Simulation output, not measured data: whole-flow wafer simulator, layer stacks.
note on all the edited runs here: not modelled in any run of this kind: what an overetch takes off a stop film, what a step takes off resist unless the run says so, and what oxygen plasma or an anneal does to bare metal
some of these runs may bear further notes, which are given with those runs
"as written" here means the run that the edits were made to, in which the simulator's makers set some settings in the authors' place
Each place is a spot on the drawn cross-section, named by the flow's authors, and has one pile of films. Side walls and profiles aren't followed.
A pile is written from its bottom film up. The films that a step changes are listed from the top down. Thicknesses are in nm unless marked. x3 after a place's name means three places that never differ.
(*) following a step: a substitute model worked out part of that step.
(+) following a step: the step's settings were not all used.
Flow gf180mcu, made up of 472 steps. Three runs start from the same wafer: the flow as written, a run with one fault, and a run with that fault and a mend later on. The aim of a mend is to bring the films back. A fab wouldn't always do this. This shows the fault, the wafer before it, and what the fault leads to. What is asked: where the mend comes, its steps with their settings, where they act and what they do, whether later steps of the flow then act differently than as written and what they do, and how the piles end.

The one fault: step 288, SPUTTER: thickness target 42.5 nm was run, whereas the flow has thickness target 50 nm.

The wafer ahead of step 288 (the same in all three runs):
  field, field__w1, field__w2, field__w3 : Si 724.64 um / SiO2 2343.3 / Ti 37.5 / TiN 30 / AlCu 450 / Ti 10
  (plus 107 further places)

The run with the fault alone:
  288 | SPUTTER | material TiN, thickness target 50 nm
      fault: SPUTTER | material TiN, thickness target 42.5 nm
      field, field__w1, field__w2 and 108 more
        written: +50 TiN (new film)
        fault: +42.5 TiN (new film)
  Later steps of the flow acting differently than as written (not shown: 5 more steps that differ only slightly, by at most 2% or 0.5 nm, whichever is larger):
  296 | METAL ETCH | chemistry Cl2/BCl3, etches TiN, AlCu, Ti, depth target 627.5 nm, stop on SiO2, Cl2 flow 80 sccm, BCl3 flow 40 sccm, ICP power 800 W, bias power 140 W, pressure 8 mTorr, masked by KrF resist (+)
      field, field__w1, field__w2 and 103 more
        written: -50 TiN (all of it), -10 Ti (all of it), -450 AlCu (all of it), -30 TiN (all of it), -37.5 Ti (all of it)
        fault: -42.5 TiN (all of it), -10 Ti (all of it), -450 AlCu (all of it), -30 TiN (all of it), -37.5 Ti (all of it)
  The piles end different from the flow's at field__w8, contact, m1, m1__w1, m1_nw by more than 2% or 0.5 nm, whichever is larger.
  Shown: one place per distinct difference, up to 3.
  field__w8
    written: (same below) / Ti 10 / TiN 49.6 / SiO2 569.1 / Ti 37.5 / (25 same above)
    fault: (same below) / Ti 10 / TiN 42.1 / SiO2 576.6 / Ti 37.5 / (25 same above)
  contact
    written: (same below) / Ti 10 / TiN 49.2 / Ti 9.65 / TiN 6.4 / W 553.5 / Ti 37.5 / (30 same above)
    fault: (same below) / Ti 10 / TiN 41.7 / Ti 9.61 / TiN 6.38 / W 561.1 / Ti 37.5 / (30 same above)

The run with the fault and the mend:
  The mend stands after step 295.
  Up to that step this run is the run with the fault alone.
  295a | STRIP | chemistry O2/N2, power 2160 W, pressure 1700 mTorr (*)
      field__w8, contact, m1, m1__w1, m1_nw
        -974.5 KrF resist (all of it)
  295b | SPUTTER | material TiN, thickness target 7.5 nm (a further turn of the flow's step 288, with different settings)
      field, field__w1, field__w2 and 108 more
        +7.5 TiN
  295c | HMDS | 120 C, 60 s (a further turn of the flow's step 290)
      leaves every film unchanged at each place that is followed
  295d | COAT | KrF resist, thickness 1000 nm (a further turn of the flow's step 291)
      field, field__w1, field__w2 and 108 more
        +1000 KrF resist (new film)
  295e | SOFTBAKE | KrF resist (a further turn of the flow's step 292)
      leaves every film unchanged at each place that is followed
  295f | EXPOSE | photomask Metal2 (a further turn of the flow's step 293)
      leaves every film unchanged at each place that is followed
  295g | PEB | KrF resist, 135 C, 90 s (a further turn of the flow's step 294)
      field, field__w1, field__w2 and 108 more
        -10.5 KrF resist
  295h | DEVELOP | thickness 1000 nm, 60 s (a further turn of the flow's step 295)
      field, field__w1, field__w2 and 103 more
        -989.5 KrF resist (all of it)
      field__w8, contact, m1, m1__w1, m1_nw
        -14.9 KrF resist
  Later steps of the flow that are run all act as written at every place that is followed.
  The piles end the same as the flow's at every place that both follow.
